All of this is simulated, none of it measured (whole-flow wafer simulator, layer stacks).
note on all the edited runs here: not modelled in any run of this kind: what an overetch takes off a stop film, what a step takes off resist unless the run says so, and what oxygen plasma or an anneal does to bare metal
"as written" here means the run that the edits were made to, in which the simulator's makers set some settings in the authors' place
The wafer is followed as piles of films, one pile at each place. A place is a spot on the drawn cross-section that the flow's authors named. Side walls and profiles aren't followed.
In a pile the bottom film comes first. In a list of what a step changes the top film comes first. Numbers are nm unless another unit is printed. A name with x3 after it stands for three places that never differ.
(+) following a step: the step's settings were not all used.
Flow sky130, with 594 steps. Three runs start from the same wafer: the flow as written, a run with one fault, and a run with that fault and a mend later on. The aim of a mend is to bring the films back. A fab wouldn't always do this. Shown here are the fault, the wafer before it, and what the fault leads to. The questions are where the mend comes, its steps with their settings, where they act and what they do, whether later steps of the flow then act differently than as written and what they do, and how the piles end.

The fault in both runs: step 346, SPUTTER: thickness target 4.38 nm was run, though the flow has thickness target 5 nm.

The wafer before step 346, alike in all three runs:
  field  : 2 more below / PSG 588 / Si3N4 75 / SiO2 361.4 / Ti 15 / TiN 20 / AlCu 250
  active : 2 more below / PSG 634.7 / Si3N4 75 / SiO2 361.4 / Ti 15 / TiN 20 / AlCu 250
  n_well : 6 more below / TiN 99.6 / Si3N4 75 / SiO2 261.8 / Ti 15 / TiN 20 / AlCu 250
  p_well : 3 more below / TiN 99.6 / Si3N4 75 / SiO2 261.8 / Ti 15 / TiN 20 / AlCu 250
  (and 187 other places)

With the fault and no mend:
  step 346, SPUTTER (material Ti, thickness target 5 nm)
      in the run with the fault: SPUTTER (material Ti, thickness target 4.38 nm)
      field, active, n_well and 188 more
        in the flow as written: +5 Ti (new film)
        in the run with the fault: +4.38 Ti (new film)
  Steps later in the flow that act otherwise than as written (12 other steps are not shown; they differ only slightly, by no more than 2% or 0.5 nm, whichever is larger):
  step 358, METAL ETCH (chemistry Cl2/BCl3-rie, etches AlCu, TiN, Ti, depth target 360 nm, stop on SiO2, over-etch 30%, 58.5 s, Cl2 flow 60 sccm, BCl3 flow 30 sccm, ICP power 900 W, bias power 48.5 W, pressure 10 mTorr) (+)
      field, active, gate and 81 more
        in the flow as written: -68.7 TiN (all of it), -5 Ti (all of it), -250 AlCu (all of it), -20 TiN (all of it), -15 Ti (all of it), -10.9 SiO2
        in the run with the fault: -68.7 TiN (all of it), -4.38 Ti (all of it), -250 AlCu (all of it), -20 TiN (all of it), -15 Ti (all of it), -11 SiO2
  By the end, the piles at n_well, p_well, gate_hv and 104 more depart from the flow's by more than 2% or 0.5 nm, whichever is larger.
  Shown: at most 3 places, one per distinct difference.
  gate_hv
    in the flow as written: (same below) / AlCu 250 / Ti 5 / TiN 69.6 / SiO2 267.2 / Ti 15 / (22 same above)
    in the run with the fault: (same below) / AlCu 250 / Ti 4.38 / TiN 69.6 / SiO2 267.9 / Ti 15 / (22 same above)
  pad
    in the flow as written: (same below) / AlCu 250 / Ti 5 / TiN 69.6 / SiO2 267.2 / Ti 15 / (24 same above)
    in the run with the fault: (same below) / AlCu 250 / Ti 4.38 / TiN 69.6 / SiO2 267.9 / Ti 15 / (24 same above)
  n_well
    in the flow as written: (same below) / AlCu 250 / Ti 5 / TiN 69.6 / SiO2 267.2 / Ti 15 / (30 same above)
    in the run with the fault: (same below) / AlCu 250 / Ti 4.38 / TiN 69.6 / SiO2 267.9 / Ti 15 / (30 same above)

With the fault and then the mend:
  The mend follows step 346.
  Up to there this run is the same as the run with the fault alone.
  step 346a, SPUTTER (material Ti, thickness target 0.62 nm) (a further turn of the flow's step 346, with different settings)
      field, active, n_well and 188 more
        +0.62 Ti
  None of the later steps of the flow acts differently than as written at any place that is followed.
  By the end, the piles equal the flow's at every place that both follow.
